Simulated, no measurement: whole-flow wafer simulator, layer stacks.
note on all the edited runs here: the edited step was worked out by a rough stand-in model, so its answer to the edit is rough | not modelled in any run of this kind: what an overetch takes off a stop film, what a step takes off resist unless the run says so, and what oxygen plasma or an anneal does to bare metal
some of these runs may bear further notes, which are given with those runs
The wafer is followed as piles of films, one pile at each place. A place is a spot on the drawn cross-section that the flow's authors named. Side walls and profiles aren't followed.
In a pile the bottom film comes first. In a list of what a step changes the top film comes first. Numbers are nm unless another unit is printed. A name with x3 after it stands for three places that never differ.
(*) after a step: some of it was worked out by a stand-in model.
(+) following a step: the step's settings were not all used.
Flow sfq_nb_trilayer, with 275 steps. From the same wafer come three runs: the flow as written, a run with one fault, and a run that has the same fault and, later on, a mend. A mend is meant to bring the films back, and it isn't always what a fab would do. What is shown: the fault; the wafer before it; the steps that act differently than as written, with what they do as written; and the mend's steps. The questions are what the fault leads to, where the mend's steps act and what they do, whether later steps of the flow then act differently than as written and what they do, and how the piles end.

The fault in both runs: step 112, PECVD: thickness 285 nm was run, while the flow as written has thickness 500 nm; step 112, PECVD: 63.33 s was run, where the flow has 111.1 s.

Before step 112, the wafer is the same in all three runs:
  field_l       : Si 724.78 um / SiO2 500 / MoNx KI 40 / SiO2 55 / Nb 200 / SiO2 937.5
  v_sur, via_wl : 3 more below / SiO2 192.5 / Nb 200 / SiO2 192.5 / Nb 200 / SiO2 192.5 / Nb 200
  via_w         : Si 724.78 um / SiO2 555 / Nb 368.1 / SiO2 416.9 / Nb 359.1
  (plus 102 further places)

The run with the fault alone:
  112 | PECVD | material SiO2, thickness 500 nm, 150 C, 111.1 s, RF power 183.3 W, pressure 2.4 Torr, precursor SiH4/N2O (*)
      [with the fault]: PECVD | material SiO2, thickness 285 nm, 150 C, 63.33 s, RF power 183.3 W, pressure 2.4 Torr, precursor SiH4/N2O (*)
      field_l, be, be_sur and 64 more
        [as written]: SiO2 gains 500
        [with the fault]: SiO2 gains 285
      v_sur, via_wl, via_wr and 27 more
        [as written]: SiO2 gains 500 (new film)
        [with the fault]: SiO2 gains 285 (new film)
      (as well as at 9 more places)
  Steps later in the flow that act otherwise than as written (21 more steps, not shown, differ only slightly: by at most 2% or 0.5 nm, whichever is larger):
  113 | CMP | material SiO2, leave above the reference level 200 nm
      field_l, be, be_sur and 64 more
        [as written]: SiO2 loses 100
        [with the fault]: nothing
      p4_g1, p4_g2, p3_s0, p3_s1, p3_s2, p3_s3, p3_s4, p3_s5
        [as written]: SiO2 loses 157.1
        [with the fault]: nothing
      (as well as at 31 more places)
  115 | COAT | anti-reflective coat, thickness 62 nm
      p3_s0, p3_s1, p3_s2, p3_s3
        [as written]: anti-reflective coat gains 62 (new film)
        [with the fault]: anti-reflective coat gains 103.3 (new film)
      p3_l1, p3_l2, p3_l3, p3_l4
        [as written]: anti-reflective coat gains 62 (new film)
        [with the fault]: anti-reflective coat gains 48.1 (new film)
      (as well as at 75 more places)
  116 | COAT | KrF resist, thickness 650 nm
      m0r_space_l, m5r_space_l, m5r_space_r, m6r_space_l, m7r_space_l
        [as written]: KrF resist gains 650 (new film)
        [with the fault]: KrF resist gains 664.1 (new film)
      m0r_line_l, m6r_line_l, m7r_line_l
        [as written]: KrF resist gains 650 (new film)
        [with the fault]: KrF resist gains 672.8 (new film)
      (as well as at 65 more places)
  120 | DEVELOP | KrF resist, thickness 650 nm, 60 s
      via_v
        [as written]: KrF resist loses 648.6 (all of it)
        [with the fault]: KrF resist loses 607 (all of it)
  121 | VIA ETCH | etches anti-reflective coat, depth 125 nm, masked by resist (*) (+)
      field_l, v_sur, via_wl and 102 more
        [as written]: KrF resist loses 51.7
        [with the fault]: KrF resist loses 44
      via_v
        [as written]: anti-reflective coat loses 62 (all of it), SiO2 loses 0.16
        [with the fault]: anti-reflective coat loses 52.8 (all of it), SiO2 loses 0.13
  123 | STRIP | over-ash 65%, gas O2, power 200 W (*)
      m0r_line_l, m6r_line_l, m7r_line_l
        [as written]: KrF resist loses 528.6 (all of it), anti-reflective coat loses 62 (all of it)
        [with the fault]: KrF resist loses 559 (all of it), anti-reflective coat loses 63.2 (all of it)
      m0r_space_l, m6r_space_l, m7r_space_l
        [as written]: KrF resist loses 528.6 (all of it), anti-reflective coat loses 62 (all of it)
        [with the fault]: KrF resist loses 550.4 (all of it), anti-reflective coat loses 77 (all of it)
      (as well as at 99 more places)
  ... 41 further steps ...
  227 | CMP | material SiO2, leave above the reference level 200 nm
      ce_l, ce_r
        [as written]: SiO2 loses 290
        [with the fault]: SiO2 loses 300
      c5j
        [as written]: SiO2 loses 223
        [with the fault]: SiO2 loses 233
  The piles end different from the flow's at via_w, be, be_sur and 23 more by more than 2% or 0.5 nm, whichever is larger.
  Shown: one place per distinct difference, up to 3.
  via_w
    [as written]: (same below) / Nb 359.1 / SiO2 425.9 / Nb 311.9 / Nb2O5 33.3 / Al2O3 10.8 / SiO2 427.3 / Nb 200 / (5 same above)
    [with the fault]: (same below) / Nb 359.1 / SiO2 235.7 / Nb 167.4 / SiO2 155.1 / Nb 110.8 / Nb2O5 34.6 / Al2O3 10.1 / SiO2 495.5 / Nb 200 / (5 same above)
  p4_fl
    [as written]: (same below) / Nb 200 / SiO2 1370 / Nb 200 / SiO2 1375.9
    [with the fault]: (same below) / Nb 200 / SiO2 1255 / Nb 200 / SiO2 1490.9
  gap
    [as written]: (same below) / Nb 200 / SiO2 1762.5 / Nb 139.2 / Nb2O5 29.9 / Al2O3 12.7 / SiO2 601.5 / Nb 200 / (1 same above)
    [with the fault]: (same below) / Nb 200 / SiO2 1747.5 / Nb 139.2 / Nb2O5 29.9 / Al2O3 12.7 / SiO2 616.5 / Nb 200 / (1 same above)

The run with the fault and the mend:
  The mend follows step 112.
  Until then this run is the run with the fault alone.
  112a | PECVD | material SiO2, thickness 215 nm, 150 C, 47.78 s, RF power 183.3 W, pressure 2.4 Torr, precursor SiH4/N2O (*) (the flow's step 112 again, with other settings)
      field_l, v_sur, via_wl and 102 more
        SiO2 gains 215
      via_w
        SiO2 gains 190.3
  Steps later in the flow that act otherwise than as written:
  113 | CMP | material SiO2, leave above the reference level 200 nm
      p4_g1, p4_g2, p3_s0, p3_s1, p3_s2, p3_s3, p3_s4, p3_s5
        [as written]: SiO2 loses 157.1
        [with the mend]: SiO2 loses 100
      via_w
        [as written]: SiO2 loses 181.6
        [with the mend]: SiO2 loses 0.12
  At every place that both follow, the piles at the end match the flow's.
